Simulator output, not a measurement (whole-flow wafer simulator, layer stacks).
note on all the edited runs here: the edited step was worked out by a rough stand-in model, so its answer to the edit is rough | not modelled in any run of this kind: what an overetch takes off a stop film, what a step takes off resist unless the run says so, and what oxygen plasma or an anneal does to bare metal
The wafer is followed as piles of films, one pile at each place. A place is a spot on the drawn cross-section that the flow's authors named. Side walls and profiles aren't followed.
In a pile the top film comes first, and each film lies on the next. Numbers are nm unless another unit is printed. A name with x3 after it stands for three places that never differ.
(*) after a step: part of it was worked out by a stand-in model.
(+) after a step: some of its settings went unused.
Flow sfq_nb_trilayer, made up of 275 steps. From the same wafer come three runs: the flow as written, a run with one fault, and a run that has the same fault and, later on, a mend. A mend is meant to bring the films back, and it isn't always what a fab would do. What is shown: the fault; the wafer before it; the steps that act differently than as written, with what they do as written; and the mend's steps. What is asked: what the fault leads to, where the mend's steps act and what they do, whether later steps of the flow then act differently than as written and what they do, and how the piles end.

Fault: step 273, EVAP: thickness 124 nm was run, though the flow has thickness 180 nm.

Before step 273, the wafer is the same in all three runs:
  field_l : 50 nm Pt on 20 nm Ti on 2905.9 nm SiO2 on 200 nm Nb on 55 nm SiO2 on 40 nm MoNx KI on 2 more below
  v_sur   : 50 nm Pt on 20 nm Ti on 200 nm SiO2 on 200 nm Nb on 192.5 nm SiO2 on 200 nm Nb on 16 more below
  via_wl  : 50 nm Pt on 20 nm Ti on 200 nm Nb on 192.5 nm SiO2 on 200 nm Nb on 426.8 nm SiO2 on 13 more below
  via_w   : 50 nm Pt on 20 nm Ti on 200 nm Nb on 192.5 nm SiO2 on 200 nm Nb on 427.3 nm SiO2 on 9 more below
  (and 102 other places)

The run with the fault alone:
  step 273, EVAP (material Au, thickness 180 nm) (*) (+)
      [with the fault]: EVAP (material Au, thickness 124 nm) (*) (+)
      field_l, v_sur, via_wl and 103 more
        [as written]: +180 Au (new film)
        [with the fault]: +124 Au (new film)
  Steps further on in the flow that do not act as written:
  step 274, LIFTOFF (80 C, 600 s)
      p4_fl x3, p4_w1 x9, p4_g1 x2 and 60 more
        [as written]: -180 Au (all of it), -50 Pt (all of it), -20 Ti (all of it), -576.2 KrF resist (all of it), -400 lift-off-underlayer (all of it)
        [with the fault]: -124 Au (all of it), -50 Pt (all of it), -20 Ti (all of it), -576.2 KrF resist (all of it), -400 lift-off-underlayer (all of it)
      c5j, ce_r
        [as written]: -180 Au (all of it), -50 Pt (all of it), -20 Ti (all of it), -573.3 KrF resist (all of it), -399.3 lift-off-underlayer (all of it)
        [with the fault]: -124 Au (all of it), -50 Pt (all of it), -20 Ti (all of it), -573.3 KrF resist (all of it), -399.3 lift-off-underlayer (all of it)
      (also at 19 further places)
  The piles end different from the flow's at field_l, v_sur, via_wl and 8 more by more than 2% or 0.5 nm, whichever is larger.
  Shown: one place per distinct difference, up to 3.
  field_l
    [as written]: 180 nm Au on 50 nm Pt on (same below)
    [with the fault]: 124 nm Au on 50 nm Pt on (same below)

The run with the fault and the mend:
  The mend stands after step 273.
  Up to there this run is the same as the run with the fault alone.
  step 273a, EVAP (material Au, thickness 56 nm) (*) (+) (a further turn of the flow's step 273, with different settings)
      field_l, v_sur, via_wl and 103 more
        +56 Au
  Later steps of the flow that are run all act as written at every place that is followed.
  By the end, the piles equal the flow's at every place that both follow.
